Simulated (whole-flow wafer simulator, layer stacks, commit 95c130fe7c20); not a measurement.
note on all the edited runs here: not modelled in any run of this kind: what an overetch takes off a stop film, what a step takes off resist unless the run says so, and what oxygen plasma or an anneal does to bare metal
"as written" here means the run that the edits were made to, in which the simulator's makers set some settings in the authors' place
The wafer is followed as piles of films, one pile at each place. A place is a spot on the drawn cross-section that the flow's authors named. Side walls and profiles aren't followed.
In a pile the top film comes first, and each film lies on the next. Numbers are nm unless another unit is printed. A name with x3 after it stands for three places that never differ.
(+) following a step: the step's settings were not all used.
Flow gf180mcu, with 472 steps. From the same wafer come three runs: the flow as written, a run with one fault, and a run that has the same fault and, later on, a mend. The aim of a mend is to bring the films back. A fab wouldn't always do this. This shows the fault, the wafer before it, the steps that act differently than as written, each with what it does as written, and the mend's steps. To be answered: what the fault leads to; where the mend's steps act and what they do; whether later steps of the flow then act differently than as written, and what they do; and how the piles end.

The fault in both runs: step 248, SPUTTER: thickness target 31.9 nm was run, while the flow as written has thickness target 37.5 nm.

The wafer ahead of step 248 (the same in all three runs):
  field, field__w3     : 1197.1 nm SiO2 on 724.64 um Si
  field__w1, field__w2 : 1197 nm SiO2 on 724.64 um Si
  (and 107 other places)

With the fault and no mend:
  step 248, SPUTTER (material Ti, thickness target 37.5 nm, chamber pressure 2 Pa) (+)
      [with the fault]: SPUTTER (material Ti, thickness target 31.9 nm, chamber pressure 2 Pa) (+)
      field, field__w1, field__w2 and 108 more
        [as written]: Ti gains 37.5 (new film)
        [with the fault]: Ti gains 31.9 (new film)
  Steps further on in the flow that do not act as written (not shown: 1 more step that differs only slightly, by at most 2% or 0.5 nm, whichever is larger):
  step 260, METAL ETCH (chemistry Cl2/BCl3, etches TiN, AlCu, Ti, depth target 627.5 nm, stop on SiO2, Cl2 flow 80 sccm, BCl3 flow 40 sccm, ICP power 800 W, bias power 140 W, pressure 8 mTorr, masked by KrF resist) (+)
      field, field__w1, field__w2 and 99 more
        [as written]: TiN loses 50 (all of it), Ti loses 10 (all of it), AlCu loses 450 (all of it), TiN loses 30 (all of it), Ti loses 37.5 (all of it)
        [with the fault]: TiN loses 50 (all of it), Ti loses 10 (all of it), AlCu loses 450 (all of it), TiN loses 30 (all of it), Ti loses 31.9 (all of it)
  The piles end different from the flow's at field__w8, contact, m1 and 6 more by more than 2% or 0.5 nm, whichever is larger.
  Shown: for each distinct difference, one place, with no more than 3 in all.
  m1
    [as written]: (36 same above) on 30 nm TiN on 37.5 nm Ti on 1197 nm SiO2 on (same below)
    [with the fault]: (36 same above) on 30 nm TiN on 31.9 nm Ti on 1197 nm SiO2 on (same below)
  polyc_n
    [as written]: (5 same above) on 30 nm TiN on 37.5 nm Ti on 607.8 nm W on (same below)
    [with the fault]: (5 same above) on 30 nm TiN on 31.9 nm Ti on 607.8 nm W on (same below)
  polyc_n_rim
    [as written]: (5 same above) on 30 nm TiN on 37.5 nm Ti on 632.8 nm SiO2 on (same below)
    [with the fault]: (5 same above) on 30 nm TiN on 31.9 nm Ti on 632.8 nm SiO2 on (same below)

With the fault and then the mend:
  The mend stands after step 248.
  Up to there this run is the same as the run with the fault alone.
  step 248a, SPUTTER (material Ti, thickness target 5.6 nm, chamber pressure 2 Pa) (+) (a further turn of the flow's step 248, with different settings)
      field, field__w1, field__w2 and 108 more
        Ti gains 5.6
  Later steps of the flow that are run all act as written at every place that is followed.
  At every place that both follow, the piles at the end match the flow's.
